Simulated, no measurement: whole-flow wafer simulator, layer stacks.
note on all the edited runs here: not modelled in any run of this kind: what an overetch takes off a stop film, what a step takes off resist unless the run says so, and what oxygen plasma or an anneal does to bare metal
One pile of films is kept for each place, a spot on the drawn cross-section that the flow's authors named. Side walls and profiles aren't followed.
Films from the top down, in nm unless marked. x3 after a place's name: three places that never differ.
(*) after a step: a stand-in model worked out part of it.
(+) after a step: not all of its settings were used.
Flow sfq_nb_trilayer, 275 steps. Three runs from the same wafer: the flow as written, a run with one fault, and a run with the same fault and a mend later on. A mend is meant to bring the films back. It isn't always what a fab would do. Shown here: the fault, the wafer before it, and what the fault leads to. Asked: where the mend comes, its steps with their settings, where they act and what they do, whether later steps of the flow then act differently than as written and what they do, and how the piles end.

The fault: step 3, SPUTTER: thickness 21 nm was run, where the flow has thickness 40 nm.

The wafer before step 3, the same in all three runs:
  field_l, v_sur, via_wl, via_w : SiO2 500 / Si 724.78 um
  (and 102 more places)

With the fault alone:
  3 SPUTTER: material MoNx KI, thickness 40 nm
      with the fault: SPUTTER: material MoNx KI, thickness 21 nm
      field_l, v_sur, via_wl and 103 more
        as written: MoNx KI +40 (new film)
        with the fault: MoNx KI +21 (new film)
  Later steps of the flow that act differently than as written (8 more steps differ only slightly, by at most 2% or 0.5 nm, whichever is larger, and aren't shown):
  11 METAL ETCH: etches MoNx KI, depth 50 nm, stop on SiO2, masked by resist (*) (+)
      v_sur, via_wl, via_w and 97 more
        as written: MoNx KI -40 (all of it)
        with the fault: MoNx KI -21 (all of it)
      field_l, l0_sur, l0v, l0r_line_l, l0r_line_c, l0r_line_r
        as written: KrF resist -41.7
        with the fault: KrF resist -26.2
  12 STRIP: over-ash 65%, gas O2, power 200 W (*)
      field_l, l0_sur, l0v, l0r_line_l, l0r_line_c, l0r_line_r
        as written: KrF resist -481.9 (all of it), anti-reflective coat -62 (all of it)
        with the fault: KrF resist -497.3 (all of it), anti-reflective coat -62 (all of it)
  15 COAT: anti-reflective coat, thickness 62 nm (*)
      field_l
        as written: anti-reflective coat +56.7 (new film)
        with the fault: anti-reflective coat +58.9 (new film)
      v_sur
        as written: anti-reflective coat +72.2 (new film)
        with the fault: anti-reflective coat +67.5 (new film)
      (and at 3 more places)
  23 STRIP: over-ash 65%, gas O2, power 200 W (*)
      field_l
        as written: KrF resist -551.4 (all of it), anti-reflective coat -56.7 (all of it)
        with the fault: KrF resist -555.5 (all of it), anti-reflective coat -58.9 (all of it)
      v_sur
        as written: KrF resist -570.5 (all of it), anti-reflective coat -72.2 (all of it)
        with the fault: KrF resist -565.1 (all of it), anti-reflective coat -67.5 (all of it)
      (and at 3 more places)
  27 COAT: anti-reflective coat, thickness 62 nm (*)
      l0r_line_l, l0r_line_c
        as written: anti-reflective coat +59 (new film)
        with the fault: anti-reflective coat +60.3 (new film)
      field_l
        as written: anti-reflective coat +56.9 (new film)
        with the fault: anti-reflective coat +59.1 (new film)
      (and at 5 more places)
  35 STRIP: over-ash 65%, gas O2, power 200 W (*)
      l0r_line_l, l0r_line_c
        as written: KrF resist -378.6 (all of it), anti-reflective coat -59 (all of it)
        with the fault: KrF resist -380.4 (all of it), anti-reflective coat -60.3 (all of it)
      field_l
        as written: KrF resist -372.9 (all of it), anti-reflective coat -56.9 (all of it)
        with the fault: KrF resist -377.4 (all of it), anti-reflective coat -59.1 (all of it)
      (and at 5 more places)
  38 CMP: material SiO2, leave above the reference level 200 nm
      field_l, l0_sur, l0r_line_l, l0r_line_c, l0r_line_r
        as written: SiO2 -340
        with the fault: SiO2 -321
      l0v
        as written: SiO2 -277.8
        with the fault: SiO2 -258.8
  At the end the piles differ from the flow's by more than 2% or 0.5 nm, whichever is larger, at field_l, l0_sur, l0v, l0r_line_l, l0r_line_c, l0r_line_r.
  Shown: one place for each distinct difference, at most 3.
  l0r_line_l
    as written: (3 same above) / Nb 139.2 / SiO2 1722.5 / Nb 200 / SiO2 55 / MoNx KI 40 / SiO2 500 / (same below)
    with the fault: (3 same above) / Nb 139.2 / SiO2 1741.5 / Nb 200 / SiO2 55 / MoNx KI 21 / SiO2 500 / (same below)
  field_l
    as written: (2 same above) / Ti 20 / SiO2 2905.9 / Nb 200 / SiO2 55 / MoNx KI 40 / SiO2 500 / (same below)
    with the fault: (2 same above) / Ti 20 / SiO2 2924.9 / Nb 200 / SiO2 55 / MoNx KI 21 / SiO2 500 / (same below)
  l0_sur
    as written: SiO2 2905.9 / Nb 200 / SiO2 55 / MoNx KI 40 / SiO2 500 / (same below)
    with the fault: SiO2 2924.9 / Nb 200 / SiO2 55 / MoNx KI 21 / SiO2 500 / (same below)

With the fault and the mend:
  The mend comes after step 3.
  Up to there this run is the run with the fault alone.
  3a SPUTTER: material MoNx KI, thickness 19 nm (the flow's step 3 once more, with other settings)
      field_l, v_sur, via_wl and 103 more
        MoNx KI +19
  No later step of the flow acts differently than as written at any place that is followed.
  At the end the piles are the same as the flow's at every place that both follow.
